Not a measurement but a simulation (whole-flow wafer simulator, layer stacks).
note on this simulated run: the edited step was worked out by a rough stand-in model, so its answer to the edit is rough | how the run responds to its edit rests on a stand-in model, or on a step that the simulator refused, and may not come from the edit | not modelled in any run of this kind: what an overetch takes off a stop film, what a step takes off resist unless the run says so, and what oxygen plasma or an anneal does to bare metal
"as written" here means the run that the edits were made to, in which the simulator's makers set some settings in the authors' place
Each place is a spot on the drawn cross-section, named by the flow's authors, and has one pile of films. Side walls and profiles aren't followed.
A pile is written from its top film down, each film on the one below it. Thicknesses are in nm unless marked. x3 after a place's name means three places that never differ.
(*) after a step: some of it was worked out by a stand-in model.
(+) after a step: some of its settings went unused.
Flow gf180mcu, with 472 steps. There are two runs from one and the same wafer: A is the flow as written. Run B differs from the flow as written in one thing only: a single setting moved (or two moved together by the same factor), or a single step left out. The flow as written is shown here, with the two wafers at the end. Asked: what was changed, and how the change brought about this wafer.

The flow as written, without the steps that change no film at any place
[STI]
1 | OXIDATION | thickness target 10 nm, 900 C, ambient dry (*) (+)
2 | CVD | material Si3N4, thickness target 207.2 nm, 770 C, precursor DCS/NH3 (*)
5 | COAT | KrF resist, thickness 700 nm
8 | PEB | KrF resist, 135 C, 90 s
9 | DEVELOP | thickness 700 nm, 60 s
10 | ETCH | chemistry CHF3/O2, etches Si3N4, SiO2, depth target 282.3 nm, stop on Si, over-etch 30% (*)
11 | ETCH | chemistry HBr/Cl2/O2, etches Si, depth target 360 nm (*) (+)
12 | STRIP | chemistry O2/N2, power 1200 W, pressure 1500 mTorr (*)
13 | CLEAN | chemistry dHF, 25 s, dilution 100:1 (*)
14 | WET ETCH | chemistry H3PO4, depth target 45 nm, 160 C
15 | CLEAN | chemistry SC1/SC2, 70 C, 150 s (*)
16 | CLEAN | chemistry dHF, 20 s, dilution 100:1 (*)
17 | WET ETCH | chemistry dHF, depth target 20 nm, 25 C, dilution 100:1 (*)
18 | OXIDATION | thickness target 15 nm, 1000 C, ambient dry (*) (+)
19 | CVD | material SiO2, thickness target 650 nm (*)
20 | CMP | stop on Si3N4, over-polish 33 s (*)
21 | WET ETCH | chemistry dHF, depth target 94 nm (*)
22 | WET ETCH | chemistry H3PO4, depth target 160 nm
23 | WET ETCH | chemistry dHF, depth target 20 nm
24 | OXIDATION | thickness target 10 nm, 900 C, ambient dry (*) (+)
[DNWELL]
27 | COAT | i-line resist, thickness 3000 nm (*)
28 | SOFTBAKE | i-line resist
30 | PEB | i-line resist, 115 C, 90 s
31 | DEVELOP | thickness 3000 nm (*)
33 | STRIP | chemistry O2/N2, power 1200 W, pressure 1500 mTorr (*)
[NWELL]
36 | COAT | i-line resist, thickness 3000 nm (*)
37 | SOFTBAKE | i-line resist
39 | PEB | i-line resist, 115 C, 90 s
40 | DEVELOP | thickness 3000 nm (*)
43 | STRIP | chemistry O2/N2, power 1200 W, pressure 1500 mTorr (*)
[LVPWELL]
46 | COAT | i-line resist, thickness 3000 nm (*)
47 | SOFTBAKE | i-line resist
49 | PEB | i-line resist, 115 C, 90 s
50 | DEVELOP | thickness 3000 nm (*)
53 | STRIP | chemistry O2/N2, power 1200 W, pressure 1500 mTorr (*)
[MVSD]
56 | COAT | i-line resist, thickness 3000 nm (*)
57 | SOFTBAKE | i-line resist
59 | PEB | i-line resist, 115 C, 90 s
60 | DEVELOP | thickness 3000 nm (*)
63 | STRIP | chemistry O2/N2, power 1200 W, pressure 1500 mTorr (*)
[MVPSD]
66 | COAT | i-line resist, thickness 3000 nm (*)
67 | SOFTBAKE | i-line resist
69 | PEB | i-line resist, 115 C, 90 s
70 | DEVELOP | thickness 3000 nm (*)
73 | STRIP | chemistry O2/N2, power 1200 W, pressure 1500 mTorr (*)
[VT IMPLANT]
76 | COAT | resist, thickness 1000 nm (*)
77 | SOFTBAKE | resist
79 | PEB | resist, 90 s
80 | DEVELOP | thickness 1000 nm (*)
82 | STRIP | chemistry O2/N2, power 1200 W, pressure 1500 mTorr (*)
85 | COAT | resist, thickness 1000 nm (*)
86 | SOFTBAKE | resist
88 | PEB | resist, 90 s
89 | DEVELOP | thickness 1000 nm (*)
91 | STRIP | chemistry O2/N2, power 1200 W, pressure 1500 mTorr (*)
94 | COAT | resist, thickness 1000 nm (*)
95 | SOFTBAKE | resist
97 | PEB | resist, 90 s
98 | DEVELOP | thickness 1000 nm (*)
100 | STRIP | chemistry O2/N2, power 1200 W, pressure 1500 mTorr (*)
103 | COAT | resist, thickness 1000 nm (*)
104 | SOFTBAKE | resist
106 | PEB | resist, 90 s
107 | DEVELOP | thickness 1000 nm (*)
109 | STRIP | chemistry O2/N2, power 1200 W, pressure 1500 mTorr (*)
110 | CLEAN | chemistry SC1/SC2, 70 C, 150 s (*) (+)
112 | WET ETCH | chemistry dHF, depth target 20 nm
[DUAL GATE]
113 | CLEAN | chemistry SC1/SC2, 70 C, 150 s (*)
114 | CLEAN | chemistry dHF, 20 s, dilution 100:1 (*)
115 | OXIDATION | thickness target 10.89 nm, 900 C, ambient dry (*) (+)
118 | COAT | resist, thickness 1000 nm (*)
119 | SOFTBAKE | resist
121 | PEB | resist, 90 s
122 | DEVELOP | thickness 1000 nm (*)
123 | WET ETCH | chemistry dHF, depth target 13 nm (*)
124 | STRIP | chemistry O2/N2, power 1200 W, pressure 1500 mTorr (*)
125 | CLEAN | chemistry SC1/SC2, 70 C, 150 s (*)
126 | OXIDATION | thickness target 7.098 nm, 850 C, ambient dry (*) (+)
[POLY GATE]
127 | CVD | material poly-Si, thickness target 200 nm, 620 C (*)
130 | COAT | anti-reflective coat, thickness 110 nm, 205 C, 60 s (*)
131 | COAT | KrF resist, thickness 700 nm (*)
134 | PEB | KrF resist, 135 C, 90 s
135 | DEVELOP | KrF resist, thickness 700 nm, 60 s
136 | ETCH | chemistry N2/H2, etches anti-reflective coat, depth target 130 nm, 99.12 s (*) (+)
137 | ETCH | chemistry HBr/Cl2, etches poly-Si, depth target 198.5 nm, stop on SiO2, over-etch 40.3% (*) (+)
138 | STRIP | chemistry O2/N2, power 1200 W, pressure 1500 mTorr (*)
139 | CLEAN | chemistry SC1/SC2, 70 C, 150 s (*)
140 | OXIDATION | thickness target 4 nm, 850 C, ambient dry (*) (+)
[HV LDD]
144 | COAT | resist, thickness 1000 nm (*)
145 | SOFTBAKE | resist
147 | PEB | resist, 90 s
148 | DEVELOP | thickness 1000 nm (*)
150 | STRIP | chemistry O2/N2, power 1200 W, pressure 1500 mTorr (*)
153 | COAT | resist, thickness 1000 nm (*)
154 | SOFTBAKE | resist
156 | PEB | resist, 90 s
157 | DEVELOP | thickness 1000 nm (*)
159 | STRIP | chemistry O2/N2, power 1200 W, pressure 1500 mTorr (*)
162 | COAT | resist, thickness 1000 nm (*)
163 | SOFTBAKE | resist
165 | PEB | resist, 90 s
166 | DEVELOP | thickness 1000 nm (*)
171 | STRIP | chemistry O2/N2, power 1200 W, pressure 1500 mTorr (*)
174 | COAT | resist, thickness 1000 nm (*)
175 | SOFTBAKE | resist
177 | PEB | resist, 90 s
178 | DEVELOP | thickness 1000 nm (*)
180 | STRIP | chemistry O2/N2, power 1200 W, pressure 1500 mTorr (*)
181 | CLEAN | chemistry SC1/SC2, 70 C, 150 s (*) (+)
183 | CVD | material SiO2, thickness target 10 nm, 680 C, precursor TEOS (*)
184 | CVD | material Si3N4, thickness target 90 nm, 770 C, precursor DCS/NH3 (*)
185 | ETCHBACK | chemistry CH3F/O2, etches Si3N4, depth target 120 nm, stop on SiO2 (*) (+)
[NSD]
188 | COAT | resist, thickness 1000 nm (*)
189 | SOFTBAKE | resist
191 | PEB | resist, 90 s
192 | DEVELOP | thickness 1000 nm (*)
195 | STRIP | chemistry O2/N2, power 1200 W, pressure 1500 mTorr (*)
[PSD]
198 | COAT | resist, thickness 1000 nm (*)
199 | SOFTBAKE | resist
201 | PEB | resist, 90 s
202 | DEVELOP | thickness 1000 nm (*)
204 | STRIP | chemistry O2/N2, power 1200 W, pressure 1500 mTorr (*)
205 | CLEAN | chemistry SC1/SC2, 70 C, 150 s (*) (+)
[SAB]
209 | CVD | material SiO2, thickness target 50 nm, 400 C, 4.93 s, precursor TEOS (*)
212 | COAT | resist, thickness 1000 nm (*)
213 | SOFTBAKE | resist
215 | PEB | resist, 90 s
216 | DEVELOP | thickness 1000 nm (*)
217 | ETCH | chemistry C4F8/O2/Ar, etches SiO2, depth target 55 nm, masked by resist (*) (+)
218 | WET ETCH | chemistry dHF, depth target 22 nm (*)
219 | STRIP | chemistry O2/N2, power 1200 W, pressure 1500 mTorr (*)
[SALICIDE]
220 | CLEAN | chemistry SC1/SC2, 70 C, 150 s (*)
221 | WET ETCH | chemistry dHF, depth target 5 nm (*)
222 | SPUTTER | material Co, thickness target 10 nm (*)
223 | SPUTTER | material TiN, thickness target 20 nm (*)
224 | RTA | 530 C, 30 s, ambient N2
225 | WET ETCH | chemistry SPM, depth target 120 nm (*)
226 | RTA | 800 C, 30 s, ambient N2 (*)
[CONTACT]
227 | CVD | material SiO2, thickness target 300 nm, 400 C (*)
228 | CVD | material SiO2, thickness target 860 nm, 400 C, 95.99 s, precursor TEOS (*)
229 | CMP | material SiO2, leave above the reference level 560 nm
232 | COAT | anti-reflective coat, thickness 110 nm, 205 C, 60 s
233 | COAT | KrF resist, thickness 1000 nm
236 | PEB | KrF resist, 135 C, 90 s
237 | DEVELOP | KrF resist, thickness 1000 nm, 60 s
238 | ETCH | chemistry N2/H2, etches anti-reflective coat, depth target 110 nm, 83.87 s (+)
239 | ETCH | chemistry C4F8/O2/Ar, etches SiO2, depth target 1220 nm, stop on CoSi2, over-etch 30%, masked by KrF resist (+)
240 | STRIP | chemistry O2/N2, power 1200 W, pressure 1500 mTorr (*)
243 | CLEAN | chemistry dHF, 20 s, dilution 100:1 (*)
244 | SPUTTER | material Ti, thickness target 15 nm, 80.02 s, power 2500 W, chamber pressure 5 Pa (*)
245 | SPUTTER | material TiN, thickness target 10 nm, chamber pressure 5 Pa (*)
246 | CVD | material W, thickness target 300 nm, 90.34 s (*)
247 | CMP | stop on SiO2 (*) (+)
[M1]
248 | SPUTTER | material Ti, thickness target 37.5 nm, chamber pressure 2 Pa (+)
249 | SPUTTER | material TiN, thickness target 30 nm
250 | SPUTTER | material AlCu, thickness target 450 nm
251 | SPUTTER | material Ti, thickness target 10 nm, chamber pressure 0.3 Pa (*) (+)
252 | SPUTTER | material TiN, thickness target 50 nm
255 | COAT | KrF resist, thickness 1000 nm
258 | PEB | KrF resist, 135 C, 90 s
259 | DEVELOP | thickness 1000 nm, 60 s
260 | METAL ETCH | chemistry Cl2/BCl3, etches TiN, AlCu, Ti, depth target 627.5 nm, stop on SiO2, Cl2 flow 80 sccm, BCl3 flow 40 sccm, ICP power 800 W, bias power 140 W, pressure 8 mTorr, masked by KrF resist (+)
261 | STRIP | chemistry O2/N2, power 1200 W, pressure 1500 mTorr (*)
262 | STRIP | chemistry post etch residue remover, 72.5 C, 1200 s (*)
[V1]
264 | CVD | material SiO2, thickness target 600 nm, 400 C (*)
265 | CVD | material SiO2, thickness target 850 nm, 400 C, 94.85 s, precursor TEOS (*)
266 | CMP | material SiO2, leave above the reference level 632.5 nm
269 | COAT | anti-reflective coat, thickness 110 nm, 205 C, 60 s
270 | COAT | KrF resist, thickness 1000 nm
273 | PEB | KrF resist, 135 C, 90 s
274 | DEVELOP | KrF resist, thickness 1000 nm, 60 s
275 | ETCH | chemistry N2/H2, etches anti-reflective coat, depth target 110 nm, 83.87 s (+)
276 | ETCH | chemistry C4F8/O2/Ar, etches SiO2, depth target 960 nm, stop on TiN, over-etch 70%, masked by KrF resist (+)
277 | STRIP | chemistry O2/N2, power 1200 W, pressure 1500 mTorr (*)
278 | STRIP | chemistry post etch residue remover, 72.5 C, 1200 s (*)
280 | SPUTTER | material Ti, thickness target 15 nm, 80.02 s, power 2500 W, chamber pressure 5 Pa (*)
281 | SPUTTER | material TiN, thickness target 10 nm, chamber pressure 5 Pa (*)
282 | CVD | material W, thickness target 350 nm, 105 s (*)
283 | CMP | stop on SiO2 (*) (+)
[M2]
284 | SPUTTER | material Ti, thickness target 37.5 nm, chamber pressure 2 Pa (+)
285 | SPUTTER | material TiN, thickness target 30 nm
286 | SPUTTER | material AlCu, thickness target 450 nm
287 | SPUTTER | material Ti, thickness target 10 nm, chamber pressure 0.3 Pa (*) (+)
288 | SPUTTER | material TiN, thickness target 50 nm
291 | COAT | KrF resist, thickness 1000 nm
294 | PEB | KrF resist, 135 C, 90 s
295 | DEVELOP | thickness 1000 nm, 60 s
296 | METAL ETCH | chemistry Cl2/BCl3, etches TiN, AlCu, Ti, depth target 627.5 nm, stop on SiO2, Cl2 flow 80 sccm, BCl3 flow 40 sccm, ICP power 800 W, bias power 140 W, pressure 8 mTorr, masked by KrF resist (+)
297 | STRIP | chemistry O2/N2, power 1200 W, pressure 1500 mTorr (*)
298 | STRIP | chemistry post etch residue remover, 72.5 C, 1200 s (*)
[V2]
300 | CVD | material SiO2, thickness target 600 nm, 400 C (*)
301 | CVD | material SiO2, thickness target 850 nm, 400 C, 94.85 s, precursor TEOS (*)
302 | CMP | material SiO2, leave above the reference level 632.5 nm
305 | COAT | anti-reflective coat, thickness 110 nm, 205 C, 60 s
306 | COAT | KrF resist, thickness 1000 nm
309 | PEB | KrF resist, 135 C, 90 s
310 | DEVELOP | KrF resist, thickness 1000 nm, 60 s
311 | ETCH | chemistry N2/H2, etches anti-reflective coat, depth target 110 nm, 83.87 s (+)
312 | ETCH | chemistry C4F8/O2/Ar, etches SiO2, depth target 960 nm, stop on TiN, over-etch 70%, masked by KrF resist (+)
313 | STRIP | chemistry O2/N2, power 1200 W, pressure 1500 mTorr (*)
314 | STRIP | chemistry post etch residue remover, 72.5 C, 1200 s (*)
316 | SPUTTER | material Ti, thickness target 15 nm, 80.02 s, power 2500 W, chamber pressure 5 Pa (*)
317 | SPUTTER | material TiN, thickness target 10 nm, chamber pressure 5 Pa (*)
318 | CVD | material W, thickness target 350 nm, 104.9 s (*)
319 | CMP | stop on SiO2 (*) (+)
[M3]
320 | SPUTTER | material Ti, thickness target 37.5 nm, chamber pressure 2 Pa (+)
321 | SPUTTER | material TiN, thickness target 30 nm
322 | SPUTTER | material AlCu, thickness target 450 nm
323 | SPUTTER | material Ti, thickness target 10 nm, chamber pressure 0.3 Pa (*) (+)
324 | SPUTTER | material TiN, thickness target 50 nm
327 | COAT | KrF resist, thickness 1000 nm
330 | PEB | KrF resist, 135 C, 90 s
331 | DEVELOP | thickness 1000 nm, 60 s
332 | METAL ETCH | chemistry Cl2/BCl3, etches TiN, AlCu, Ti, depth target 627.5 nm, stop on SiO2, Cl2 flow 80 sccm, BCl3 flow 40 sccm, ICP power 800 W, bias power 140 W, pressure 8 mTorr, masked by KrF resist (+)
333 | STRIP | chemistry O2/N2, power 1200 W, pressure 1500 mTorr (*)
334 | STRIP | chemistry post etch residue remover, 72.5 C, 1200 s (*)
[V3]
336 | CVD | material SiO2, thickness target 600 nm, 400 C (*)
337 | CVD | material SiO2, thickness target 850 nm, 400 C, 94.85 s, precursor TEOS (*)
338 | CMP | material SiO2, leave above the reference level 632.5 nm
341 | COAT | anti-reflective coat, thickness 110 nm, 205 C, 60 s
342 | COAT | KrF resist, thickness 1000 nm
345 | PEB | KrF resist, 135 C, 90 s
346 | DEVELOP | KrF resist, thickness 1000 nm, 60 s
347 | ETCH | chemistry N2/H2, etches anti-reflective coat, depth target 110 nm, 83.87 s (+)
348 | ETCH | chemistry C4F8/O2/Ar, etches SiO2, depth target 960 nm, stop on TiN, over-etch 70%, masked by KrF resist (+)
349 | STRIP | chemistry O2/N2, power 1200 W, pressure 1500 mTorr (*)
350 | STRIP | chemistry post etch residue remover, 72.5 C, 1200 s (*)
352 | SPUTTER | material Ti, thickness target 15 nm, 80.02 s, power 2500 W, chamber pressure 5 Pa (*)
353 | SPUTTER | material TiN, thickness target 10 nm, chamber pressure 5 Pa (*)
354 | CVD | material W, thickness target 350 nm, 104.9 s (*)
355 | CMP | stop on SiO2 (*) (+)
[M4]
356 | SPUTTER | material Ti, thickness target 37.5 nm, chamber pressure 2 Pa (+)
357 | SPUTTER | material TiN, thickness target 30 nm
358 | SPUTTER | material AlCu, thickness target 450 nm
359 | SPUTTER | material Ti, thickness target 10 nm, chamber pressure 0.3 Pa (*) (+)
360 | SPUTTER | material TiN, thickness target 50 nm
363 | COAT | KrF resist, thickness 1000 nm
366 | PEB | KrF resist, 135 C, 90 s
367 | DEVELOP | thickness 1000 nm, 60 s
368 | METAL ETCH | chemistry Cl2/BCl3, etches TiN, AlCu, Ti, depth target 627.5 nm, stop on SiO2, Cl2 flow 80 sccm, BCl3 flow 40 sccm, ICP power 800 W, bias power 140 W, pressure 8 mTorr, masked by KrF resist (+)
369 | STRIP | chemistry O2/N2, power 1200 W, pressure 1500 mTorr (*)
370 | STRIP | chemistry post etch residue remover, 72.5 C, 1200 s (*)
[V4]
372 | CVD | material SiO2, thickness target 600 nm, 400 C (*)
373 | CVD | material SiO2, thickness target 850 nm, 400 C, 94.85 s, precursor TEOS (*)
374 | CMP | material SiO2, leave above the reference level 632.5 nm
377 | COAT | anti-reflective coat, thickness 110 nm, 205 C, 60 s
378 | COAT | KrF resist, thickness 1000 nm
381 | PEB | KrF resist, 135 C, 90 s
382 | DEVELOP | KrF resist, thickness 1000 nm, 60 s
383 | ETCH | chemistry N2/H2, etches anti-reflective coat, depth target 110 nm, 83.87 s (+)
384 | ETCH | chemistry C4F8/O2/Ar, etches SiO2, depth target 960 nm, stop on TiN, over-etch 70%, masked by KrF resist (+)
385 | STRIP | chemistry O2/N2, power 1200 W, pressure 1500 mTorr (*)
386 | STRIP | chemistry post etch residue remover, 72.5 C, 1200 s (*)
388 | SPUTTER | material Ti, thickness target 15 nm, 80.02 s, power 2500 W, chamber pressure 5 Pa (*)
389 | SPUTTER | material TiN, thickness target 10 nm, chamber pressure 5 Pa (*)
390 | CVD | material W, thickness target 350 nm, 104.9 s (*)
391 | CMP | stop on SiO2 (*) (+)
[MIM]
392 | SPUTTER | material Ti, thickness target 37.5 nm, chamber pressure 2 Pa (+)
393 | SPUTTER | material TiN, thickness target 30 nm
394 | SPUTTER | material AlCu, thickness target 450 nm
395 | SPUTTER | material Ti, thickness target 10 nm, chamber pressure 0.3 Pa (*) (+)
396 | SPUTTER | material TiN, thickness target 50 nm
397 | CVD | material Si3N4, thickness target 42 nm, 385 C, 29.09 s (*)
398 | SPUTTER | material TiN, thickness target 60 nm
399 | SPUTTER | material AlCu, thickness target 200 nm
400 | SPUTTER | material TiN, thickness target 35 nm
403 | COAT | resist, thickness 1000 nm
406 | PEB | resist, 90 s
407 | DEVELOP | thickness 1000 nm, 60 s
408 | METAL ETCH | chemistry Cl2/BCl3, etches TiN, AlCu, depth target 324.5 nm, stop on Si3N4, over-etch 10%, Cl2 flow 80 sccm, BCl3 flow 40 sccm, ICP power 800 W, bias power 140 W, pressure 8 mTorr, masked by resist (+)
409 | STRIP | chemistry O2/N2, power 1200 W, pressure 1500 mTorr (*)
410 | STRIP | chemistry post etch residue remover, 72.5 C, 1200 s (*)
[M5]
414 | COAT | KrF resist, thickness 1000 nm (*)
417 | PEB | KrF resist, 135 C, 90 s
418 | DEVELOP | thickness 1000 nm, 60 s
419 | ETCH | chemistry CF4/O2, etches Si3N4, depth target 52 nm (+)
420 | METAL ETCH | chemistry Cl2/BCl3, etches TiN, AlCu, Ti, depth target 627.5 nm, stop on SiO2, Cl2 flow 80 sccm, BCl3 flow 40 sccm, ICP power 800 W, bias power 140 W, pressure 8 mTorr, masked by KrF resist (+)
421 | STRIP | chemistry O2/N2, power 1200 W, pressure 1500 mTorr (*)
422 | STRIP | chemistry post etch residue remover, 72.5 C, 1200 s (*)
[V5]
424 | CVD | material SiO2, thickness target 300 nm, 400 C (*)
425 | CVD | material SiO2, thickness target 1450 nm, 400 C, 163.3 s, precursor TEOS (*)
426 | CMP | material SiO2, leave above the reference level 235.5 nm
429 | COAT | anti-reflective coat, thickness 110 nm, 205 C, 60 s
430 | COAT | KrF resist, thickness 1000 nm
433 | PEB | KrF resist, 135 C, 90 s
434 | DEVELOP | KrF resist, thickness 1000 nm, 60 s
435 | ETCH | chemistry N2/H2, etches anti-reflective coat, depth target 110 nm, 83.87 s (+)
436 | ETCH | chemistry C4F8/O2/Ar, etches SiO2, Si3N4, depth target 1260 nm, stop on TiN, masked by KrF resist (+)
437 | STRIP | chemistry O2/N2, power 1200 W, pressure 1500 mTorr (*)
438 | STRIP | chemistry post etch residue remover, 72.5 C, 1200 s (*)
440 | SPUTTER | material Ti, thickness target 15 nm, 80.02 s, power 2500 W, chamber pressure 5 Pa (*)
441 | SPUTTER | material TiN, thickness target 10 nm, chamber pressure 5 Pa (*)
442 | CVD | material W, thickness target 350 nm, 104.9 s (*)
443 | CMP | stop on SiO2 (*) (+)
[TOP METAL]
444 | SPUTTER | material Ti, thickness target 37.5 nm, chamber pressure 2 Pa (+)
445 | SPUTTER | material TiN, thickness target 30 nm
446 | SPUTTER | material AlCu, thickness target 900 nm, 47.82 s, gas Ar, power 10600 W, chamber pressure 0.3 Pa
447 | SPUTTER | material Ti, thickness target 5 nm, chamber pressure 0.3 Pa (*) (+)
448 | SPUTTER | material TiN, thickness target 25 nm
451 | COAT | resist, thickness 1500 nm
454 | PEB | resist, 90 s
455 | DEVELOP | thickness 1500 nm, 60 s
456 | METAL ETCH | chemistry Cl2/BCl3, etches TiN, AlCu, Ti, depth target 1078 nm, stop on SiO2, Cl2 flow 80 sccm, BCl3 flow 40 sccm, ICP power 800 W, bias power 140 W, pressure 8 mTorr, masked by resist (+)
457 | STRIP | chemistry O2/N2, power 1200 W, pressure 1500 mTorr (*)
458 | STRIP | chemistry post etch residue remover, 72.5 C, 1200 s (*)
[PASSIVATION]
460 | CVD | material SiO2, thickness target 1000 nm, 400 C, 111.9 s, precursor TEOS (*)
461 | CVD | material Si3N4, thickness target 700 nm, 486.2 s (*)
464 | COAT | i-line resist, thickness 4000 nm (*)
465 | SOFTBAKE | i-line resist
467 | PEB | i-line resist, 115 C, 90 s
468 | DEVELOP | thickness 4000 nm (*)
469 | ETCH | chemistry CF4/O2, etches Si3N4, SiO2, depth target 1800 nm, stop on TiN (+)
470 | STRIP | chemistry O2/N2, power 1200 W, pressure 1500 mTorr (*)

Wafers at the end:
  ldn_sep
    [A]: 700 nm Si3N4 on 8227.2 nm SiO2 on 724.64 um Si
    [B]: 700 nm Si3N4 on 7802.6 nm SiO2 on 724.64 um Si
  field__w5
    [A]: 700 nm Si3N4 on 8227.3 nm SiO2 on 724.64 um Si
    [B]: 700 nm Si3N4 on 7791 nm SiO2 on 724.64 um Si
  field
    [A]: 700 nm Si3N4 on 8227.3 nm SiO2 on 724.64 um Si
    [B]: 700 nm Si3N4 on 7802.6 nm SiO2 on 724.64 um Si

What caused this: step 425, CVD: thickness target 725 nm was run, though the flow has thickness target 1450 nm.

Step by step, how the change led to this:
  425 | CVD | material SiO2, thickness target 1450 nm, 400 C, 163.3 s, precursor TEOS (*)
      field, field__w1, field__w4 and 100 more: A SiO2 gains 1450 | B SiO2 gains 725
      field__w2, field__w3, field__w12 and 6 more: A SiO2 gains 1421.8 | B SiO2 gains 711.5
  426 | CMP | material SiO2, leave above the reference level 235.5 nm
      field, field__w1, field__w5 and 92 more: A SiO2 loses 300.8 | B nothing
      field__w2, field__w3, field__w12 and 6 more: A SiO2 loses 272.7 | B nothing
      (also at 8 further places)
  429 | COAT | anti-reflective coat, thickness 110 nm, 205 C, 60 s
      p_well, sti, spacer, sd_n, pad, dice_street: A anti-reflective coat gains 110 (new film) | B anti-reflective coat gains 113.1 (new film)
      gate, gate_p_hv, nplus_u: A anti-reflective coat gains 110 (new film) | B anti-reflective coat gains 114.9 (new film)
      (also at 52 further places)
  430 | COAT | KrF resist, thickness 1000 nm
      field: A KrF resist gains 1000 (new film) | B KrF resist gains 895.1 (new film)
      field__w2: A KrF resist gains 1000 (new film) | B KrF resist gains 1077.3 (new film)
      (also at 36 further places)
  433 | PEB | KrF resist, 135 C, 90 s
      field_sub__w5, nw_enc_fld_lv__w4: A KrF resist loses 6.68 | B KrF resist loses 7.34
      contact, nw_sep_fld: A KrF resist loses 6.68 | B KrF resist loses 4.36
      (also at 24 further places)
  434 | DEVELOP | KrF resist, thickness 1000 nm, 60 s
      contact: A KrF resist loses 993.3 (all of it) | B KrF resist loses 776.9 (all of it)
  435 | ETCH | chemistry N2/H2, etches anti-reflective coat, depth target 110 nm, 83.87 s (+)
      contact: A anti-reflective coat loses 110 (all of it), SiO2 loses 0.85 | B anti-reflective coat loses 23.1 (all of it), SiO2 loses 3.07
  437 | STRIP | chemistry O2/N2, power 1200 W, pressure 1500 mTorr (*)
      p_well, sti, spacer, sd_n, pad, dice_street: A KrF resist loses 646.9 (all of it), anti-reflective coat loses 110 (all of it) | B KrF resist loses 646.7 (all of it), anti-reflective coat loses 113.1 (all of it)
      field: A KrF resist loses 646.9 (all of it), anti-reflective coat loses 110 (all of it) | B KrF resist loses 543.3 (all of it), anti-reflective coat loses 336.7 (all of it)
      (also at 53 further places)
  440 | SPUTTER | material Ti, thickness target 15 nm, 80.02 s, power 2500 W, chamber pressure 5 Pa (*)
      field__w2: A Ti gains 15 (new film) | B Ti gains 14.4 (new film)
      contact: A Ti gains 8.12 (new film) | B Ti gains 10.4 (new film)
  441 | SPUTTER | material TiN, thickness target 10 nm, chamber pressure 5 Pa (*)
      contact: A TiN gains 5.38 (new film) | B TiN gains 6.91 (new film)
  442 | CVD | material W, thickness target 350 nm, 104.9 s (*)
      contact: A W gains 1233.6 (new film) | B W gains 805.6 (new film)
  443 | CMP | stop on SiO2 (*) (+)
      field__w3, field__w12, npoly_sal, ppoly_sal, nw_sep_fld, gate_hv5, gate_p_hv5, sti_nw: A W loses 350 (all of it), TiN loses 10 (all of it), Ti loses 15 (all of it), SiO2 loses 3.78 | B W loses 350 (all of it), TiN loses 9.88 (all of it), Ti loses 5.63
      field__w2: A W loses 350 (all of it), TiN loses 10 (all of it), Ti loses 15 (all of it), SiO2 loses 3.78 | B W loses 350.1 (all of it), TiN loses 9.58 (all of it), Ti loses 5.21
      (also at 102 further places)
  444 | SPUTTER | material Ti, thickness target 37.5 nm, chamber pressure 2 Pa (+)
      field__w2, field__w3, field__w12 and 6 more: A Ti gains 37.5 (new film) | B Ti gains 36.9
  445 | SPUTTER | material TiN, thickness target 30 nm
      field__w2, field__w3, field__w12 and 6 more: A TiN gains 30 (new film) | B TiN gains 28.9 (new film)
  446 | SPUTTER | material AlCu, thickness target 900 nm, 47.82 s, gas Ar, power 10600 W, chamber pressure 0.3 Pa
      field__w2, field__w3, field__w12 and 6 more: A AlCu gains 900 (new film) | B AlCu gains 879.1 (new film)
  447 | SPUTTER | material Ti, thickness target 5 nm, chamber pressure 0.3 Pa (*) (+)
      field__w2: A Ti gains 5 (new film) | B Ti gains 4.08 (new film)
  ... another 10 steps ...
  470 | STRIP | chemistry O2/N2, power 1200 W, pressure 1500 mTorr (*)
      field__w8, m1__w1: A i-line resist loses 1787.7 (all of it) | B i-line resist loses 1394 (all of it)
      m1: A i-line resist loses 1812 (all of it) | B i-line resist loses 1413.1 (all of it)
      (also at 3 further places)
